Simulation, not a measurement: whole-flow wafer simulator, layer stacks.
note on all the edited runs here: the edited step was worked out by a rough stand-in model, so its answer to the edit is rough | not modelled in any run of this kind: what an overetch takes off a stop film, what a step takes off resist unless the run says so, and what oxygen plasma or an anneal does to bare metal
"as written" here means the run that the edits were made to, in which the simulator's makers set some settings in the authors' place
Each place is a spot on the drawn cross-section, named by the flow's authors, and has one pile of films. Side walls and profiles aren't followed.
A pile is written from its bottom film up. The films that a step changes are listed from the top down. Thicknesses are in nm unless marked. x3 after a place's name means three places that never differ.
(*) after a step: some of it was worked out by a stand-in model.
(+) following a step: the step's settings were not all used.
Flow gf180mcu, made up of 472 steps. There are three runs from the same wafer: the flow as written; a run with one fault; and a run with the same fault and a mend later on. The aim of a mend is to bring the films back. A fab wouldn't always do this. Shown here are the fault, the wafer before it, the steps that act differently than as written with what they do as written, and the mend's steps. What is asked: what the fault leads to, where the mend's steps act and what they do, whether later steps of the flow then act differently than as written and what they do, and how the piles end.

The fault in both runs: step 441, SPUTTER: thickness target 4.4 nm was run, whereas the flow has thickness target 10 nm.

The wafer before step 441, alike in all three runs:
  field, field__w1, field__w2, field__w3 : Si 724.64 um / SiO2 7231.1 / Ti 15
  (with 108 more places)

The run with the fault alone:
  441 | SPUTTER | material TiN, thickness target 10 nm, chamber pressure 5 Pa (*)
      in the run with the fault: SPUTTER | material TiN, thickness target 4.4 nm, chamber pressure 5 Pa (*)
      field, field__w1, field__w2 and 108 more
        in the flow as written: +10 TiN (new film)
        in the run with the fault: +4.4 TiN (new film)
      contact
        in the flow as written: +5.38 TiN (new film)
        in the run with the fault: +2.37 TiN (new film)
  Later steps of the flow acting differently than as written (1 more step, not shown, differs only slightly: by at most 2% or 0.5 nm, whichever is larger):
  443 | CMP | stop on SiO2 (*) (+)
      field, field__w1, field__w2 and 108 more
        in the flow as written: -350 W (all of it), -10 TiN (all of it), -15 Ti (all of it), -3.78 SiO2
        in the run with the fault: -350 W (all of it), -4.4 TiN (all of it), -15 Ti (all of it), -3.73 SiO2
  The piles end different from the flow's at contact by more than 2% or 0.5 nm, whichever is larger.
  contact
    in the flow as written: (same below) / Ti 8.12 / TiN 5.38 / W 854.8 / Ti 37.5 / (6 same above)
    in the run with the fault: (same below) / Ti 8.12 / TiN 2.37 / W 857.9 / Ti 37.5 / (6 same above)

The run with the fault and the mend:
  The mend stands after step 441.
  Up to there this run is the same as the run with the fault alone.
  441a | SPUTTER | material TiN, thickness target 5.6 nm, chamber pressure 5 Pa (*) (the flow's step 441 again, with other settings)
      field, field__w1, field__w2 and 108 more
        +5.6 TiN
      contact
        +3.01 TiN
  Later steps of the flow that are run all act as written at every place that is followed.
  The piles end the same as the flow's at every place that both follow.
